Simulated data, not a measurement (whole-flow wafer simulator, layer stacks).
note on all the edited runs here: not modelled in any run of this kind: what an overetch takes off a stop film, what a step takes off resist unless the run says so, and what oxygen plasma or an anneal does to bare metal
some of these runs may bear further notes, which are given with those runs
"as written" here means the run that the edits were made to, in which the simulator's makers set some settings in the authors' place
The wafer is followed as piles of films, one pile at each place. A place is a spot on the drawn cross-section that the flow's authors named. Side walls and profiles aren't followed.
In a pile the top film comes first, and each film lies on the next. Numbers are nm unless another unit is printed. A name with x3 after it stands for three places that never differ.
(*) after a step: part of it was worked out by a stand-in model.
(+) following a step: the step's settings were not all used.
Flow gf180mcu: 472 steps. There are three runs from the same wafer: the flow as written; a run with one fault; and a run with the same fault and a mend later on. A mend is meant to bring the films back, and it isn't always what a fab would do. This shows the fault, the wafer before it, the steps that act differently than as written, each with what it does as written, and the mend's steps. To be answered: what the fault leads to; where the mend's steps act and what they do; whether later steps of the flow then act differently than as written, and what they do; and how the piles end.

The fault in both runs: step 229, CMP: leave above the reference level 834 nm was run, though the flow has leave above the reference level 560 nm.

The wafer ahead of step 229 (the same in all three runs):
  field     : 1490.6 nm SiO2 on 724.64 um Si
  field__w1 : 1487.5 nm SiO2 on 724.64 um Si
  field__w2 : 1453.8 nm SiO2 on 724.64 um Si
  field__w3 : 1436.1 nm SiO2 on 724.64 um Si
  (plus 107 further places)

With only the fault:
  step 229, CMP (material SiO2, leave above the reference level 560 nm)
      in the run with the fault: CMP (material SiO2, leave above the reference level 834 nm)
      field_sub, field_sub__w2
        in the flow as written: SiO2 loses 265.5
        in the run with the fault: nothing
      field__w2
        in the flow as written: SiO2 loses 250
        in the run with the fault: nothing
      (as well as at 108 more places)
  Steps further on in the flow that do not act as written (not shown: 4 more steps that differ only slightly, by at most 2% or 0.5 nm, whichever is larger):
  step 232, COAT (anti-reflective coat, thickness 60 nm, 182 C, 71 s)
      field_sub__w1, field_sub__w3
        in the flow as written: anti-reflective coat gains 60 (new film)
        in the run with the fault: anti-reflective coat gains 57.6 (new film)
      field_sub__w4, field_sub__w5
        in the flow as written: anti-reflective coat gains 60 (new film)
        in the run with the fault: anti-reflective coat gains 57.9 (new film)
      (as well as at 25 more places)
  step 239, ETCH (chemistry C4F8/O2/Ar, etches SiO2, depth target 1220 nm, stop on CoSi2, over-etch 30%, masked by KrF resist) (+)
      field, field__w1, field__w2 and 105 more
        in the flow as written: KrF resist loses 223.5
        in the run with the fault: KrF resist loses 244
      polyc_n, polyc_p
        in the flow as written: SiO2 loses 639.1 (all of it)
        in the run with the fault: SiO2 loses 913.1 (all of it)
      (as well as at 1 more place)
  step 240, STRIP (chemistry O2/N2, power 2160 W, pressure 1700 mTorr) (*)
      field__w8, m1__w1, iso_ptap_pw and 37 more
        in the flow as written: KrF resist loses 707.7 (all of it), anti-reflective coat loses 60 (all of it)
        in the run with the fault: KrF resist loses 687.2 (all of it), anti-reflective coat loses 60 (all of it)
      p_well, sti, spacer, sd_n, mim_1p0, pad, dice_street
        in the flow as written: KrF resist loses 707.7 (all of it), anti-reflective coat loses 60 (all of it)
        in the run with the fault: KrF resist loses 687.2 (all of it), anti-reflective coat loses 59.6 (all of it)
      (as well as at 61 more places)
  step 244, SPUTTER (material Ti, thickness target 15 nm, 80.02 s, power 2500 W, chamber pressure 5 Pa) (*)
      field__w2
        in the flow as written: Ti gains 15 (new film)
        in the run with the fault: Ti gains 14.1 (new film)
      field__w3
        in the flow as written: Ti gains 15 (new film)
        in the run with the fault: Ti gains 14.2 (new film)
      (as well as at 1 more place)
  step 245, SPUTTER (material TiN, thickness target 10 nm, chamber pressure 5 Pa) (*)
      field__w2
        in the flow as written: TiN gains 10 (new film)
        in the run with the fault: TiN gains 9.35 (new film)
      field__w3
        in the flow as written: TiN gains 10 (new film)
        in the run with the fault: TiN gains 9.48 (new film)
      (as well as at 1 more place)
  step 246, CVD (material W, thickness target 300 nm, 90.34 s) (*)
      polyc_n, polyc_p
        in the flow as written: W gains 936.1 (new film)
        in the run with the fault: W gains 1210.1 (new film)
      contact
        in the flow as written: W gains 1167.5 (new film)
        in the run with the fault: W gains 1443.5 (new film)
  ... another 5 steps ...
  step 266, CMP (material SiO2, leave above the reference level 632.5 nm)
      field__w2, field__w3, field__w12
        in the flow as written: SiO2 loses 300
        in the run with the fault: SiO2 loses 288.4
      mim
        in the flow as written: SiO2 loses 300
        in the run with the fault: SiO2 loses 287.7
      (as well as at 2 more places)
  The piles end different from the flow's at field, field__w1, field__w2 and 109 more by more than 2% or 0.5 nm, whichever is larger.
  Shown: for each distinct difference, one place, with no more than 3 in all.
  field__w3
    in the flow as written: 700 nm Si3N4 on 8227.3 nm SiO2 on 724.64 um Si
    in the run with the fault: 700 nm Si3N4 on 7042.5 nm SiO2 on 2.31 nm W on 9.48 nm TiN on 14.2 nm Ti on 1432.6 nm SiO2 on 724.64 um Si
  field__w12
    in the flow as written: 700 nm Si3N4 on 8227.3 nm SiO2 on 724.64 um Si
    in the run with the fault: 700 nm Si3N4 on 7042.5 nm SiO2 on 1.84 nm W on 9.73 nm TiN on 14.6 nm Ti on 1432.4 nm SiO2 on 724.64 um Si
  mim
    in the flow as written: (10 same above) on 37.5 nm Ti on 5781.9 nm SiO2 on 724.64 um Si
    in the run with the fault: (10 same above) on 37.5 nm Ti on 4597.1 nm SiO2 on 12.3 nm W on 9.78 nm TiN on 14.7 nm Ti on 1421.8 nm SiO2 on 724.64 um Si

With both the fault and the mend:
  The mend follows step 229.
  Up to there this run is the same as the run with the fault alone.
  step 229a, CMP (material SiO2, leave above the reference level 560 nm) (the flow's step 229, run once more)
      field, field__w1, field__w5 and 98 more
        SiO2 loses 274
      field_sub, field_sub__w2
        SiO2 loses 265.5
      field__w2
        SiO2 loses 250
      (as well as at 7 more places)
  Every later step of the flow that is run acts as written at every place that is followed.
  At every place that both follow, the piles at the end match the flow's.
